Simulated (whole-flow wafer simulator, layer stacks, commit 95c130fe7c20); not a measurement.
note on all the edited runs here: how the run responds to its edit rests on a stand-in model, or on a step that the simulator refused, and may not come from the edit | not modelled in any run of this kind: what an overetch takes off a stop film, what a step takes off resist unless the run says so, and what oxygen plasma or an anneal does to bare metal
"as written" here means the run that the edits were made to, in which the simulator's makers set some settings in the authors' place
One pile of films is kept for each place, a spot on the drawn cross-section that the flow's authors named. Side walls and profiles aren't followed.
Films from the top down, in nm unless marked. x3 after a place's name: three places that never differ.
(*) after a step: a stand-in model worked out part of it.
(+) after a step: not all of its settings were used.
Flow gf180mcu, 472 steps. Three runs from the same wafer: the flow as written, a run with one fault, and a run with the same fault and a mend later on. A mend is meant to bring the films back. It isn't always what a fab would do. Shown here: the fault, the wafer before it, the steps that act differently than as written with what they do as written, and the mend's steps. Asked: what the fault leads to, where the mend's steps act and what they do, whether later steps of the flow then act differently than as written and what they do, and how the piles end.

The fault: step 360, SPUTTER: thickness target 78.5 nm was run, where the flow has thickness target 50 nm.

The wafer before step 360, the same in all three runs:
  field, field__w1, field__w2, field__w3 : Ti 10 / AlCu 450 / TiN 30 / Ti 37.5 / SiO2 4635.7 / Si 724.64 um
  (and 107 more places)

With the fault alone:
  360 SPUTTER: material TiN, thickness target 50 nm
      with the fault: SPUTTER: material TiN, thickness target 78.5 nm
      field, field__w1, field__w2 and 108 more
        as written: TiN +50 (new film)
        with the fault: TiN +78.5 (new film)
  Later steps of the flow that act differently than as written (3 more steps differ only slightly, by at most 2% or 0.5 nm, whichever is larger, and aren't shown):
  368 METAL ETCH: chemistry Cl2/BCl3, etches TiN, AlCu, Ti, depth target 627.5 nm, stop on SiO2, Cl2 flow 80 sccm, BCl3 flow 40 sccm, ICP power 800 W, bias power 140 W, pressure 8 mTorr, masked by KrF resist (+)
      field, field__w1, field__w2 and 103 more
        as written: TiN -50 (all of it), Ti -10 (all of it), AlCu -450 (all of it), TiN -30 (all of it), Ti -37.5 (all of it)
        with the fault: TiN -78.5 (all of it), Ti -10 (all of it), AlCu -450 (all of it), TiN -30 (all of it), Ti -37.5 (all of it)
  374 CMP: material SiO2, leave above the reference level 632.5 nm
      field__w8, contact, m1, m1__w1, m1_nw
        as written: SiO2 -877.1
        with the fault: SiO2 -905.6
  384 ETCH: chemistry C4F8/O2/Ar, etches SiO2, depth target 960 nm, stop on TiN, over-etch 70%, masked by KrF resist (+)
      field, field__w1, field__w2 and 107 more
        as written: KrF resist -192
        with the fault: KrF resist -184.9
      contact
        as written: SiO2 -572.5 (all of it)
        with the fault: SiO2 -544 (all of it)
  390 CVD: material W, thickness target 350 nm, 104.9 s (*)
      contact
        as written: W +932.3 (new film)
        with the fault: W +903.5 (new film)
  At the end the piles differ from the flow's by more than 2% or 0.5 nm, whichever is larger, at field__w8, contact, m1, m1__w1, m1_nw.
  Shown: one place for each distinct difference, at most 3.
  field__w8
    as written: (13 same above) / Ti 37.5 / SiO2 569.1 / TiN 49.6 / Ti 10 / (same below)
    with the fault: (13 same above) / Ti 37.5 / SiO2 540.6 / TiN 78.1 / Ti 10 / (same below)
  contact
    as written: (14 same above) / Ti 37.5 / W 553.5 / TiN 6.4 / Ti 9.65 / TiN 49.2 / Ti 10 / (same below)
    with the fault: (14 same above) / Ti 37.5 / W 524.7 / TiN 6.51 / Ti 9.81 / TiN 77.7 / Ti 10 / (same below)

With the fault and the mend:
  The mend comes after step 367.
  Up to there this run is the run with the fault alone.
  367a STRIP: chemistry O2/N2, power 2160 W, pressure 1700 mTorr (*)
      field__w8, contact, m1, m1__w1, m1_nw
        KrF resist -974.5 (all of it)
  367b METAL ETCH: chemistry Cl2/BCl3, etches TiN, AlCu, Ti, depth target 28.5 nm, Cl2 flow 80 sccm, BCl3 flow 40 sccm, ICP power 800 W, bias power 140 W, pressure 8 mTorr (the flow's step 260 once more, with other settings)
      field, field__w1, field__w2 and 108 more
        TiN -28.5
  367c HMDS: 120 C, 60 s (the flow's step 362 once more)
      changes no film at any place that is followed
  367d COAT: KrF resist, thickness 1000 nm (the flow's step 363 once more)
      field, field__w1, field__w2 and 108 more
        KrF resist +1000 (new film)
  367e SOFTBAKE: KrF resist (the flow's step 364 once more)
      changes no film at any place that is followed
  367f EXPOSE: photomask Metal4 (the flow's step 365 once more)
      changes no film at any place that is followed
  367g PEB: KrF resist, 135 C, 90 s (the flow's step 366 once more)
      field, field__w1, field__w2 and 108 more
        KrF resist -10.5
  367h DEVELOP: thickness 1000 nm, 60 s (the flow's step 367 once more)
      field, field__w1, field__w2 and 103 more
        KrF resist -989.5 (all of it)
      field__w8, contact, m1, m1__w1, m1_nw
        KrF resist -14.9
  No later step of the flow acts differently than as written at any place that is followed.
  At the end the piles are the same as the flow's at every place that both follow.
